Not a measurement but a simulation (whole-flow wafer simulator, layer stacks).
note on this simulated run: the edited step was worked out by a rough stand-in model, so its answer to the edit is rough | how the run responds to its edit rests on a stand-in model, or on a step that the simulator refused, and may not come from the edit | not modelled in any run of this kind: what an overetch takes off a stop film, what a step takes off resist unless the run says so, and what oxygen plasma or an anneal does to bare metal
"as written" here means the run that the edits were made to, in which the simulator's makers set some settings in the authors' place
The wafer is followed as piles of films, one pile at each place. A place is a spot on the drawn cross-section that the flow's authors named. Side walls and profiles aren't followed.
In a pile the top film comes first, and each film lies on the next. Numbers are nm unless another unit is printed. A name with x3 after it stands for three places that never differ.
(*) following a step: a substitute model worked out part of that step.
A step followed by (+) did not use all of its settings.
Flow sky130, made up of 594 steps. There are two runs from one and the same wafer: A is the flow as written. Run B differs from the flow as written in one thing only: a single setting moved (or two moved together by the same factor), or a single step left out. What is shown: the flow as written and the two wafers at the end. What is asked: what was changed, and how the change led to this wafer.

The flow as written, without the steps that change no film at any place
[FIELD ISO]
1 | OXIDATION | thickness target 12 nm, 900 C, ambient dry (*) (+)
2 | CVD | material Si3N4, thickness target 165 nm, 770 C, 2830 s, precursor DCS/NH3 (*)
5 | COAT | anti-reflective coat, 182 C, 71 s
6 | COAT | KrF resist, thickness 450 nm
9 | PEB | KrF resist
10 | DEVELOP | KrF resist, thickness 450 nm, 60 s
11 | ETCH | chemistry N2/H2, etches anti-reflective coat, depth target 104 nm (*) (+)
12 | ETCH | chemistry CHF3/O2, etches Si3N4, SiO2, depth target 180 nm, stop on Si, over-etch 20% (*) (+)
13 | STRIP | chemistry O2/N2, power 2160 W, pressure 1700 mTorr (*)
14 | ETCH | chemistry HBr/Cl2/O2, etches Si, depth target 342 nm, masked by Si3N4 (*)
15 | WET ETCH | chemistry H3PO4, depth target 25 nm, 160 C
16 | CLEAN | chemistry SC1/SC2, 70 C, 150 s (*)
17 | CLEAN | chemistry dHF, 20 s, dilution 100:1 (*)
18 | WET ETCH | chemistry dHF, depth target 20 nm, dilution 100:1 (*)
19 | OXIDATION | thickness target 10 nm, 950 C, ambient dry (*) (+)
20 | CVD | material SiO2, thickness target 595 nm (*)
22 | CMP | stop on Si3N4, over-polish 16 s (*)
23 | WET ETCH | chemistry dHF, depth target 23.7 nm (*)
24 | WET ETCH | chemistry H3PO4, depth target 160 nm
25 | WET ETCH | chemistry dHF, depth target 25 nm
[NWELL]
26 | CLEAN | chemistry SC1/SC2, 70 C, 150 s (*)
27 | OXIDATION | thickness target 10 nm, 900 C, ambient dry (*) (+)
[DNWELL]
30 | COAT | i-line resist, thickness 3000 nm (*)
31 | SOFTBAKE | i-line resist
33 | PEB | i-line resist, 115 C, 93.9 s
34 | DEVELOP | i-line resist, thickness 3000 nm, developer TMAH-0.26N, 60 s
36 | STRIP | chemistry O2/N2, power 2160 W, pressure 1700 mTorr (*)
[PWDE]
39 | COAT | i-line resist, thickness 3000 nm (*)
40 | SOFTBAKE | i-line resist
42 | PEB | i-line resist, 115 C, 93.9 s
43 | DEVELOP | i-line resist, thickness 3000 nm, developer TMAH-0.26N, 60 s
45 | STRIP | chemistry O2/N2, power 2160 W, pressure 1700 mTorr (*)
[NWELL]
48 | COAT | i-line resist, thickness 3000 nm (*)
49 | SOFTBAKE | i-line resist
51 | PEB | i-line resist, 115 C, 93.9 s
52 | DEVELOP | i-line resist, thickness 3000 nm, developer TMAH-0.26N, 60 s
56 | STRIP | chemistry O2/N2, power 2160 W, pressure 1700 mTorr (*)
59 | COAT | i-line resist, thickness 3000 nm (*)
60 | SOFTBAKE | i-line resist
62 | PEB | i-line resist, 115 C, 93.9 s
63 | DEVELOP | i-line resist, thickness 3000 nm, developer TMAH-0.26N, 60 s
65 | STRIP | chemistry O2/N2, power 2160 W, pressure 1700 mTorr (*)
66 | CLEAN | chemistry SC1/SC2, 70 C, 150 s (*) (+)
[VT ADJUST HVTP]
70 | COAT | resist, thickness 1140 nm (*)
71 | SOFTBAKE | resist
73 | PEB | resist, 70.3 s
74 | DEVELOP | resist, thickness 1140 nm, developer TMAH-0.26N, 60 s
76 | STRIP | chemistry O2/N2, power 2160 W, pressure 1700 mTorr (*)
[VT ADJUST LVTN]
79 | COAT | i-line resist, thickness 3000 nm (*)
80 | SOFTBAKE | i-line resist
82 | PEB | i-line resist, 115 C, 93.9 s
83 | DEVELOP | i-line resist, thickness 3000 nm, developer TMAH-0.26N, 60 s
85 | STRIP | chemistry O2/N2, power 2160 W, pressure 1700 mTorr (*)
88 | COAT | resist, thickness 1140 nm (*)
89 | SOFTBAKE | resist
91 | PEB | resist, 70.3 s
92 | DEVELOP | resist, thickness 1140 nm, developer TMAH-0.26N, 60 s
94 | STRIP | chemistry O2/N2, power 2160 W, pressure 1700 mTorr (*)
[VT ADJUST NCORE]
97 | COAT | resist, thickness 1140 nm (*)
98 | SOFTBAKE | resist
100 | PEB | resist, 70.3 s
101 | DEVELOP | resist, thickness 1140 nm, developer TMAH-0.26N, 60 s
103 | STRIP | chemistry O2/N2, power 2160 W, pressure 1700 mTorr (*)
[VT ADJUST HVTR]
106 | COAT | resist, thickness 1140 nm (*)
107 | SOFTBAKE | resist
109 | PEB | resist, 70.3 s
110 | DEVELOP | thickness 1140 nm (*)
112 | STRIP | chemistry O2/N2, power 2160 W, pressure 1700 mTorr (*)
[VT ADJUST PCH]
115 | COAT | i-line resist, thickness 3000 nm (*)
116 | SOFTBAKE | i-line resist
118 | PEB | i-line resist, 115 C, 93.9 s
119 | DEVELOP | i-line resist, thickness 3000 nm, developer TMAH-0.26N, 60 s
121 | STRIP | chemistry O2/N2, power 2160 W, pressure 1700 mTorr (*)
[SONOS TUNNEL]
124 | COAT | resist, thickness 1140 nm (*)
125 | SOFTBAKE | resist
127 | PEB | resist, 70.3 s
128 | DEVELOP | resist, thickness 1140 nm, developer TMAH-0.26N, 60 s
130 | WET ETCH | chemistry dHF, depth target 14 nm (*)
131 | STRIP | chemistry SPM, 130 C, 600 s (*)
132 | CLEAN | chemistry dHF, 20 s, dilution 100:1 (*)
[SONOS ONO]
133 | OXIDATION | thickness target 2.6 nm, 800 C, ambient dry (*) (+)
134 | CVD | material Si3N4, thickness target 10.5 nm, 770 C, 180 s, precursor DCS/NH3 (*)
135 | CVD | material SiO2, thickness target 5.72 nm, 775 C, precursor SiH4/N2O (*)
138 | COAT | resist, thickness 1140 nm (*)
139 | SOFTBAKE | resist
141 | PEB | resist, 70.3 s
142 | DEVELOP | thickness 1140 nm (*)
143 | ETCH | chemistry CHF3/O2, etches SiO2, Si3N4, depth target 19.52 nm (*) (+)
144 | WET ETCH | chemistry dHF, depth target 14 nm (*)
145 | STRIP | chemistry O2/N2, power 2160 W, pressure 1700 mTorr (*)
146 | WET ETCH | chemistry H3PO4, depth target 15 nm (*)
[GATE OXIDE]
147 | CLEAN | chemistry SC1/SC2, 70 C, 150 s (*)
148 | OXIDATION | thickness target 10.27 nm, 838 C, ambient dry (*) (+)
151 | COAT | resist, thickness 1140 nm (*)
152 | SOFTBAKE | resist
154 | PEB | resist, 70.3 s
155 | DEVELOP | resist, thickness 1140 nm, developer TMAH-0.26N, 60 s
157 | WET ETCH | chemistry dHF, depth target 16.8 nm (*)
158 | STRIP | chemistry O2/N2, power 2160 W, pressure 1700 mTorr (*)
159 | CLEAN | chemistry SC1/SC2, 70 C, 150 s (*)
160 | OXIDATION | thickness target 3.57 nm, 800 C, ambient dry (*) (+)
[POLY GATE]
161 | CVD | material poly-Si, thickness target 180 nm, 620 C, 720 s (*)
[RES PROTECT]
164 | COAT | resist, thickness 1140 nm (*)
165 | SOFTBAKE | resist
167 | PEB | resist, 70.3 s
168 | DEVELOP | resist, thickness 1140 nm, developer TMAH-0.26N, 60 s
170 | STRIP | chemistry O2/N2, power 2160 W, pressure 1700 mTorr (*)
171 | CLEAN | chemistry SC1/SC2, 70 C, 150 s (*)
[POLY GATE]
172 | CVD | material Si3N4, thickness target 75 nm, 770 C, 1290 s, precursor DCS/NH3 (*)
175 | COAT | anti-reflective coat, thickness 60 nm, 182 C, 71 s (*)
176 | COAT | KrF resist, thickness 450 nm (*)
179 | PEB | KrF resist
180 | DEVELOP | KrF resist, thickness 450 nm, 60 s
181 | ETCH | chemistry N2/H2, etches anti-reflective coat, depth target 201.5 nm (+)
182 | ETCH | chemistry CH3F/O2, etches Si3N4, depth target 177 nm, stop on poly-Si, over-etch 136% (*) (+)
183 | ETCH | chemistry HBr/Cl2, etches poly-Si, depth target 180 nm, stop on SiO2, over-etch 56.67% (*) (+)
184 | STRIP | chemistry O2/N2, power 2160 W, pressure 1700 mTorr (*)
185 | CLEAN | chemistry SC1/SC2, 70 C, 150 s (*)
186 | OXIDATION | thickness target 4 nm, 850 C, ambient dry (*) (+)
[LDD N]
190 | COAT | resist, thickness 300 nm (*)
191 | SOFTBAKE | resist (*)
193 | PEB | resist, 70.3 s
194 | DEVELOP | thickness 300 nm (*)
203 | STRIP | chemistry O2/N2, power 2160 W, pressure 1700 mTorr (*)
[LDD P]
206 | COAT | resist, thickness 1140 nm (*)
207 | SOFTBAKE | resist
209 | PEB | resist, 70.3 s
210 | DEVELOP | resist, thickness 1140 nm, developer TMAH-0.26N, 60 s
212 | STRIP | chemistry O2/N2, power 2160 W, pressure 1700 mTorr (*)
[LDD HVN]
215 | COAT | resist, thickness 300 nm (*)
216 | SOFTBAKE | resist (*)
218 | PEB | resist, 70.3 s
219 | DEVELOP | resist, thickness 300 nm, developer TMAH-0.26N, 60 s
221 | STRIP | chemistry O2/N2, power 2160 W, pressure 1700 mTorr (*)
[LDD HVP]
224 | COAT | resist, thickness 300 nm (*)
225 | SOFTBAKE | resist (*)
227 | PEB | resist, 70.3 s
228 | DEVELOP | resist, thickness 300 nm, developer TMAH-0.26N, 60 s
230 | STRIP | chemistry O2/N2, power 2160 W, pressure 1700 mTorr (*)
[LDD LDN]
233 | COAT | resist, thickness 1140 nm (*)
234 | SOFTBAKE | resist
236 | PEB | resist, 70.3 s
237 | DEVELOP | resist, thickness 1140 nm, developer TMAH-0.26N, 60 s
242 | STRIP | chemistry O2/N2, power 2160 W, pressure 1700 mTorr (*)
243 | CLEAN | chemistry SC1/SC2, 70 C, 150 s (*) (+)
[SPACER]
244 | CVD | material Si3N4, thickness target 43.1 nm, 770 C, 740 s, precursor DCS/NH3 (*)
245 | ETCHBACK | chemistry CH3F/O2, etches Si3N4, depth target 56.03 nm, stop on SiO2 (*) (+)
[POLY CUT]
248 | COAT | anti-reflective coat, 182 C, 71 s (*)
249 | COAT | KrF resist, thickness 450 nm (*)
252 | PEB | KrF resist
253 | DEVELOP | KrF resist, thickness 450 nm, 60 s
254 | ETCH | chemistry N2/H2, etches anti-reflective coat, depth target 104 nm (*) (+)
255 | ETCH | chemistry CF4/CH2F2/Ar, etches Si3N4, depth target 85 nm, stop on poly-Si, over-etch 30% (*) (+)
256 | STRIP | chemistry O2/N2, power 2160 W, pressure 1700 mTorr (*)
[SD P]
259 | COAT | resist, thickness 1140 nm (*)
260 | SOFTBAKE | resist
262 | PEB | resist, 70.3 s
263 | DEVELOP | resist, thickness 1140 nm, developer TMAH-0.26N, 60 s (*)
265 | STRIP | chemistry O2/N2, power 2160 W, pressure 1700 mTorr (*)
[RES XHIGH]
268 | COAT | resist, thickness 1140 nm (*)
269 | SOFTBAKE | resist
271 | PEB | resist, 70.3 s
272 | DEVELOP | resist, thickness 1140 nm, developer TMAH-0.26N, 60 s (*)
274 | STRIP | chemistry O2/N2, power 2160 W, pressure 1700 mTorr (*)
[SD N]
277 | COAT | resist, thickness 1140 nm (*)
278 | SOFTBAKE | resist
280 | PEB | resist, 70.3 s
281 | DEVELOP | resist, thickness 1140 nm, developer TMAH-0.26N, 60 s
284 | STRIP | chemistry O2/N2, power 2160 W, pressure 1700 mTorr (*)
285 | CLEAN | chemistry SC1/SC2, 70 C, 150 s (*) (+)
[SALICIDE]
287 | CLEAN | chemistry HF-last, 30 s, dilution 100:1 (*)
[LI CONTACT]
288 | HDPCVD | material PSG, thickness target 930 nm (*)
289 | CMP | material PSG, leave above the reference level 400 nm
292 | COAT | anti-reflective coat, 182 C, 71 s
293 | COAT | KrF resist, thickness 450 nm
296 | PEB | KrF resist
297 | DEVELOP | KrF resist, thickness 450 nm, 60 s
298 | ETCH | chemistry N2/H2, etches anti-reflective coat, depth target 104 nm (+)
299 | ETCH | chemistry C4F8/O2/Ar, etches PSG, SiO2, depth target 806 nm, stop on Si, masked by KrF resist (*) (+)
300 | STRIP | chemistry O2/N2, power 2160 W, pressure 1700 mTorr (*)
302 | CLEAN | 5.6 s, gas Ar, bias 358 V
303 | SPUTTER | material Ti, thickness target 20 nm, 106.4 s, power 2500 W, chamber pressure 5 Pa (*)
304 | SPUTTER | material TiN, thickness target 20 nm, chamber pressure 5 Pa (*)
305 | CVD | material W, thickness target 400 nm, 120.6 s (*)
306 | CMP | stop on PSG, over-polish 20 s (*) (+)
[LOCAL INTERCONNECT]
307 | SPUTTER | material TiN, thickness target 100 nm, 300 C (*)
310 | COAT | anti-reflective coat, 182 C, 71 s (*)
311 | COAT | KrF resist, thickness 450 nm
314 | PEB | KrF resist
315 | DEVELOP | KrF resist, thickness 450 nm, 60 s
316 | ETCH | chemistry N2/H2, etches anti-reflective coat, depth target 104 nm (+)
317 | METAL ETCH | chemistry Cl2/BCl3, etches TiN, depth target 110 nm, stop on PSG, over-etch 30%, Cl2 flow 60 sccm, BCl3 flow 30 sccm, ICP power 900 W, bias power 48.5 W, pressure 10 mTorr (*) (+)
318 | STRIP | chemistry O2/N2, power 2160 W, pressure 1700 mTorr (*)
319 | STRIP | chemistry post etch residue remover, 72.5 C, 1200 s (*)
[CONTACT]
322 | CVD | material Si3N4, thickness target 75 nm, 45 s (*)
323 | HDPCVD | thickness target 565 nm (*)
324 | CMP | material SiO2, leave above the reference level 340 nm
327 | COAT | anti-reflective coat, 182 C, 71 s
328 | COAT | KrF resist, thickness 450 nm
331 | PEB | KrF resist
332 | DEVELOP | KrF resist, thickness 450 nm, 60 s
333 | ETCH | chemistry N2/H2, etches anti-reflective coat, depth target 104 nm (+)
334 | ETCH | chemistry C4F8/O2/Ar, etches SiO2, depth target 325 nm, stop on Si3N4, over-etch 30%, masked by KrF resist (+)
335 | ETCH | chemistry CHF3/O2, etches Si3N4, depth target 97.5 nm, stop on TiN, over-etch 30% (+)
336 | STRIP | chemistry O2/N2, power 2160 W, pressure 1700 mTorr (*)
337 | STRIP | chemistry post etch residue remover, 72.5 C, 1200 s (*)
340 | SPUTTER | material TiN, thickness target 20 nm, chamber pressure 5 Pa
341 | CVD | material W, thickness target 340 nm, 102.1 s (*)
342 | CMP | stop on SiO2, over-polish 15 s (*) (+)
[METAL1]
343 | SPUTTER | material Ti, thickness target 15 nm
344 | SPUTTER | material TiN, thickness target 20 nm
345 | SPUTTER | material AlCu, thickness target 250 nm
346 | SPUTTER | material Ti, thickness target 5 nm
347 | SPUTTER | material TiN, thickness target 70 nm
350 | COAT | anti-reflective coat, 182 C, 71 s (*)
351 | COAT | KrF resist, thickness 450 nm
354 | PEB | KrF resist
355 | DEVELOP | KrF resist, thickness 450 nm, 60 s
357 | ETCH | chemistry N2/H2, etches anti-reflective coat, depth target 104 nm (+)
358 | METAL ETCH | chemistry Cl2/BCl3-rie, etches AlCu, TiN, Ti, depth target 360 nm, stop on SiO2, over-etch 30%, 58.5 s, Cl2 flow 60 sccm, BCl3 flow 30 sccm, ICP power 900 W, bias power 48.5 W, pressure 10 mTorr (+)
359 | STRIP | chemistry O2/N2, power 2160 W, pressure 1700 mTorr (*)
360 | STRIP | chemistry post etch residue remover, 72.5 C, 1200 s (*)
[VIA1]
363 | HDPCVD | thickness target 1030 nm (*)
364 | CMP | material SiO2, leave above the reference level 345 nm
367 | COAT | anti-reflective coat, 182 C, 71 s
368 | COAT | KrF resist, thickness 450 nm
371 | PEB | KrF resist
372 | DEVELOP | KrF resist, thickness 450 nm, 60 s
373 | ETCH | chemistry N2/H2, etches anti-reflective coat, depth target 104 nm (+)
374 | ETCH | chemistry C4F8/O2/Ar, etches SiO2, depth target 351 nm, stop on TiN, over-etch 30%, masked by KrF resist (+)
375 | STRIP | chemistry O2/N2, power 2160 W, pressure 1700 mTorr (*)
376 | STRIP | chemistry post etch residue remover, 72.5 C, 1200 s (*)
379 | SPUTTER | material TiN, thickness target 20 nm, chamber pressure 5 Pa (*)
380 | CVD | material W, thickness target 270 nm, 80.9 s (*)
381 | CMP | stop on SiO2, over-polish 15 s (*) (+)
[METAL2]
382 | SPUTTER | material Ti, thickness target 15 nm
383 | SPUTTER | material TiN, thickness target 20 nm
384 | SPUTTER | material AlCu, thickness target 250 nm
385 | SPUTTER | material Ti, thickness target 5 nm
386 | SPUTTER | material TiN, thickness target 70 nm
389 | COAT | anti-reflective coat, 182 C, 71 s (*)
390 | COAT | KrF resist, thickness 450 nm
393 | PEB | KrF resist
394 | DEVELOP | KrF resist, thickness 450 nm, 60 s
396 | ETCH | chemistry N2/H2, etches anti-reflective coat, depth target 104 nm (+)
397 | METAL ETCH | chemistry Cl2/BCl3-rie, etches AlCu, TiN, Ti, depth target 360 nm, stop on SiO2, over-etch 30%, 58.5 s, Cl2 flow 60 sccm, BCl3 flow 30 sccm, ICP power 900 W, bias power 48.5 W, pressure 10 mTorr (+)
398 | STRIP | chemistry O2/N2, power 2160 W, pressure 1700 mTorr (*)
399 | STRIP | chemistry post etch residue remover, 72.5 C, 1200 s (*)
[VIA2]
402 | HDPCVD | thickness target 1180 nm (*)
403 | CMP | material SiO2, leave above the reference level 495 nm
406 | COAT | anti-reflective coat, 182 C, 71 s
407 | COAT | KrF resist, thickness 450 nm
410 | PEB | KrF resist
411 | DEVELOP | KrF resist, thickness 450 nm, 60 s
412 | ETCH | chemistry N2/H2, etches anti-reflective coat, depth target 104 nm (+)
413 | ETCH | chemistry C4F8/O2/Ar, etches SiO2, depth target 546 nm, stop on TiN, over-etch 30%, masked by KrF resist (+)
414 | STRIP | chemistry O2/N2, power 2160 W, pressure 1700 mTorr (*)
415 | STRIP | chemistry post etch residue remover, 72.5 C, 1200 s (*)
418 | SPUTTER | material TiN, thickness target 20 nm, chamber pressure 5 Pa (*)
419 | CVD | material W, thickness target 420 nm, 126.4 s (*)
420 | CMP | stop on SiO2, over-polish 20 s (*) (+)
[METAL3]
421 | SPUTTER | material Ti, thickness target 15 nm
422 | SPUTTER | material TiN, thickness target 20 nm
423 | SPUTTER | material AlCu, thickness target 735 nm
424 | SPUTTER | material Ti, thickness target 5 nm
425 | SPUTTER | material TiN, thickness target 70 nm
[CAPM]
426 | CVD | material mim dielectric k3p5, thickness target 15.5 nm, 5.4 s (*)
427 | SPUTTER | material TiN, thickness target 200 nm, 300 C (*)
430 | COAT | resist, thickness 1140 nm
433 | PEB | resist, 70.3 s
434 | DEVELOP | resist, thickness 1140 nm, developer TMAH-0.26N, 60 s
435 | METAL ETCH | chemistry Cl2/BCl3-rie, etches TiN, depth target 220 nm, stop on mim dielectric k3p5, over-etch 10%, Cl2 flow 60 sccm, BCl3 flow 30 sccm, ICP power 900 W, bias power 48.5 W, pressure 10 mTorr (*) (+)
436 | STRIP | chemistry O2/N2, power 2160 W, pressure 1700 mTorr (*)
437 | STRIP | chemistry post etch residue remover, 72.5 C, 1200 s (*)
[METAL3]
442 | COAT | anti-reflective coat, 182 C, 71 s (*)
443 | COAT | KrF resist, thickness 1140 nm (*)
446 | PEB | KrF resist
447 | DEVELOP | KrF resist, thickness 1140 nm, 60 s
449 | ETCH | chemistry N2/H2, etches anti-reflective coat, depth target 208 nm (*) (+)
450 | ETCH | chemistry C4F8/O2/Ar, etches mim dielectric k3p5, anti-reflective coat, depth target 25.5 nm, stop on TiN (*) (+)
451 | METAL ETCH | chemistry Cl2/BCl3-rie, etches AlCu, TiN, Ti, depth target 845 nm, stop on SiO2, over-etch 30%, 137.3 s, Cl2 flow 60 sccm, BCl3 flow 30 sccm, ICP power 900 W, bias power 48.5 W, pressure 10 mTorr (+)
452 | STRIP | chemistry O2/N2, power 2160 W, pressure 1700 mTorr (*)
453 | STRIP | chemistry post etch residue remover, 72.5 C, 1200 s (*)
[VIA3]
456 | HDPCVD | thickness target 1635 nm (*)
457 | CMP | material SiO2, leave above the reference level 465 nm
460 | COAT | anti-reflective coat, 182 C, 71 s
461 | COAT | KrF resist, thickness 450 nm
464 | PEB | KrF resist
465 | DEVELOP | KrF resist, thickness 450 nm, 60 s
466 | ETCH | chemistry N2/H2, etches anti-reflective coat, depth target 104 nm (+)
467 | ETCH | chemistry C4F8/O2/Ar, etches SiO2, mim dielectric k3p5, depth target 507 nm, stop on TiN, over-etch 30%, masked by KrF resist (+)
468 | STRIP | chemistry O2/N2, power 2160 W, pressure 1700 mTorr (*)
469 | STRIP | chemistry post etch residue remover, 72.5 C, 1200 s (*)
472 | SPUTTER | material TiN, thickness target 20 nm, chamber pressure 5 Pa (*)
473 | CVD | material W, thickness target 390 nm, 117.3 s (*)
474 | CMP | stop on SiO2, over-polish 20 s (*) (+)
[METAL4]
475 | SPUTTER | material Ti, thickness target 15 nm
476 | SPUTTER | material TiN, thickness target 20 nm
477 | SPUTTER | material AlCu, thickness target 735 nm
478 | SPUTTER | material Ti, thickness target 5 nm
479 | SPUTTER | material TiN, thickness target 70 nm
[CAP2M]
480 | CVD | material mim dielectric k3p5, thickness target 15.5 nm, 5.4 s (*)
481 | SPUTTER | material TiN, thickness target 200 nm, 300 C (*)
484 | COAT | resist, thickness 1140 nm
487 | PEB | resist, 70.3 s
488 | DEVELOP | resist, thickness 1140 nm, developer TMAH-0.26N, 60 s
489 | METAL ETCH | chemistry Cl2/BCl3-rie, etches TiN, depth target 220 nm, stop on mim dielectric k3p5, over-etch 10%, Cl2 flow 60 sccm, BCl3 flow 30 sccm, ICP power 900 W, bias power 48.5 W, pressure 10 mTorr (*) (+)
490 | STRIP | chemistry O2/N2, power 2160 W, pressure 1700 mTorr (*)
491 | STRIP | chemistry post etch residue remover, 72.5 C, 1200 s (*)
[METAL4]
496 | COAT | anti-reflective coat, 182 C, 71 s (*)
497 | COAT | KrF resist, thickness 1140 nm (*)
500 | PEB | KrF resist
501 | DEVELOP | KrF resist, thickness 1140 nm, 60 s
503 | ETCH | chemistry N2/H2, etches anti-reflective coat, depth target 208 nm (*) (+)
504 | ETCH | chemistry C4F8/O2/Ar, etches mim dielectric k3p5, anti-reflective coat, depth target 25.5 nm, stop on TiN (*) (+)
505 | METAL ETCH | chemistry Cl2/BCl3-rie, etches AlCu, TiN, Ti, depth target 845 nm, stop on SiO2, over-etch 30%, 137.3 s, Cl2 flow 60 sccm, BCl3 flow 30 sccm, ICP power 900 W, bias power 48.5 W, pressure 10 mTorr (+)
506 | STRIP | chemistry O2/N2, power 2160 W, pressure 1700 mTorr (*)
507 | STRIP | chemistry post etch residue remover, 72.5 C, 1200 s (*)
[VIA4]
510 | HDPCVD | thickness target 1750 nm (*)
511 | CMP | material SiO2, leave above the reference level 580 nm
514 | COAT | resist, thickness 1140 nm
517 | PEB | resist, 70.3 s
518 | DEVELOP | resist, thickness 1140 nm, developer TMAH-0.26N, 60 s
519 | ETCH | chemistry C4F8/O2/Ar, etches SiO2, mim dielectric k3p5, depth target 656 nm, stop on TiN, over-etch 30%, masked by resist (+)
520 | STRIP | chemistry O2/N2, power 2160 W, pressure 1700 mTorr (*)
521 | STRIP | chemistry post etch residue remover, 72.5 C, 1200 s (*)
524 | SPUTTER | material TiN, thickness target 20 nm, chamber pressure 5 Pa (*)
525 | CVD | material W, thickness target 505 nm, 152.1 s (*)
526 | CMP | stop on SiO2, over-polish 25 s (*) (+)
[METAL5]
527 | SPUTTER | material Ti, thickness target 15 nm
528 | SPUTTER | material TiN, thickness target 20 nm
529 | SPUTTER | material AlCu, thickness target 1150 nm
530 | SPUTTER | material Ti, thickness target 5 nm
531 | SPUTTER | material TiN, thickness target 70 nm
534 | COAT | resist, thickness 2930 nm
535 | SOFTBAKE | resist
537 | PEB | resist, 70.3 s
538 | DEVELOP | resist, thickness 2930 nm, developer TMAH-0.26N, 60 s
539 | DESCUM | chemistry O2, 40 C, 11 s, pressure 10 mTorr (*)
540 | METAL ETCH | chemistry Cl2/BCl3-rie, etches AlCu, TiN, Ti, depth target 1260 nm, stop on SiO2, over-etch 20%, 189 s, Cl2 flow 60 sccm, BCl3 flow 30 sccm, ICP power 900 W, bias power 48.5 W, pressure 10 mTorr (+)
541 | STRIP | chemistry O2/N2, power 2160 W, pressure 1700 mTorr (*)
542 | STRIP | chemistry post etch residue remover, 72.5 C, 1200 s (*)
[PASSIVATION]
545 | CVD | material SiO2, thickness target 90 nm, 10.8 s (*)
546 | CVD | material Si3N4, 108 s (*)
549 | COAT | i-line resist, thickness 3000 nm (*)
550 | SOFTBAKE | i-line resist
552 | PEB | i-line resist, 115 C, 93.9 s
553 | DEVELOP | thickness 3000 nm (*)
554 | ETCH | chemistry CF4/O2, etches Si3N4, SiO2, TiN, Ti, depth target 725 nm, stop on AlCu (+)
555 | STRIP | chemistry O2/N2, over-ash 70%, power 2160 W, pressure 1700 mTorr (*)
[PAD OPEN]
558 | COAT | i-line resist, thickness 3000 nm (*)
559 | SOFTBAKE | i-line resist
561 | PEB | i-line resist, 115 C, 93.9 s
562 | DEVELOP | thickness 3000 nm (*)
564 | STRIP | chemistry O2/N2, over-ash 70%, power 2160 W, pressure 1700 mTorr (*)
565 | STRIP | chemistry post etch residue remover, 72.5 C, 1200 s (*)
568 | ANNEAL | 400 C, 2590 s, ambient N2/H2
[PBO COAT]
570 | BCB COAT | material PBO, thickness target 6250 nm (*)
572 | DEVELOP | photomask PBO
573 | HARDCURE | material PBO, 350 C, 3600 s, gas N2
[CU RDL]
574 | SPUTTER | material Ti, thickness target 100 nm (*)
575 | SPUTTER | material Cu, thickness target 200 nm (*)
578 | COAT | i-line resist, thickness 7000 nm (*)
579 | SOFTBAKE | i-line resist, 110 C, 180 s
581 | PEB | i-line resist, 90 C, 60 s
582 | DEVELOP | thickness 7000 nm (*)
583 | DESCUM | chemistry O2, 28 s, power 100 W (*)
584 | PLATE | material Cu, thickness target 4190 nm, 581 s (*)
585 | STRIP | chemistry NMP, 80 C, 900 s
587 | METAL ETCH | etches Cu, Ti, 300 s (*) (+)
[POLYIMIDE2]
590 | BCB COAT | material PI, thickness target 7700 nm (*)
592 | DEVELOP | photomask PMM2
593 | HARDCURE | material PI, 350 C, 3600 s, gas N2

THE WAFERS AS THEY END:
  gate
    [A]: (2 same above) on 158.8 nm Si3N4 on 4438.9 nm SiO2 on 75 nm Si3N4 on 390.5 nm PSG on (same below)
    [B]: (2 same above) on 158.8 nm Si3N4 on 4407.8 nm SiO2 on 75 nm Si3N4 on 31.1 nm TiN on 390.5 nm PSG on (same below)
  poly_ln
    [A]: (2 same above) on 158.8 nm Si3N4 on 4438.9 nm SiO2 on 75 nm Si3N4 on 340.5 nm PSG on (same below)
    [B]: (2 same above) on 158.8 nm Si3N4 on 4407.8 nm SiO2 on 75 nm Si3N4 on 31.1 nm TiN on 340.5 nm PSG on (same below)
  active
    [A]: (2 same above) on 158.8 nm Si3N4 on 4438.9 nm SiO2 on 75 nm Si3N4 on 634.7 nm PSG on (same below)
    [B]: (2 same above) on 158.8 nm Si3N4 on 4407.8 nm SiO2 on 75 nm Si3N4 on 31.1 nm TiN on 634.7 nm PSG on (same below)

Cause: step 317, METAL ETCH: depth target 67.1 nm was run, whereas the flow has depth target 110 nm.

The path from the change to this, step by step:
  317 | METAL ETCH | chemistry Cl2/BCl3, etches TiN, depth target 110 nm, stop on PSG, over-etch 30%, Cl2 flow 60 sccm, BCl3 flow 30 sccm, ICP power 900 W, bias power 48.5 W, pressure 10 mTorr (*) (+)
      field, active, gate and 88 more: A TiN loses 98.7 (all of it) | B TiN loses 67.1
      n_well, p_well, gate_hv and 97 more: A KrF resist loses 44 | B KrF resist loses 26.8
  318 | STRIP | chemistry O2/N2, power 2160 W, pressure 1700 mTorr (*)
      n_well, p_well, gate_hv and 93 more: A KrF resist loses 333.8 (all of it), anti-reflective coat loses 80 (all of it) | B KrF resist loses 351 (all of it), anti-reflective coat loses 80 (all of it)
      poly_licon, ndiff_licon, ndiff_licon_cpp, rpo_hd_licon: A KrF resist loses 333.9 (all of it), anti-reflective coat loses 80.5 (all of it) | B KrF resist loses 351 (all of it), anti-reflective coat loses 80.5 (all of it)
  324 | CMP | material SiO2, leave above the reference level 340 nm
      field, active, gate and 88 more: A SiO2 loses 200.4 | B SiO2 loses 231.6
Taking metal films that touch as one body, gate has 1 body; the flow as written gives 0 bodies.
Taking metal films that touch as one body, poly_ln has 1 body; the flow as written gives 0 bodies.
Taking metal films that touch as one body, active has 1 body; the flow as written gives 0 bodies.
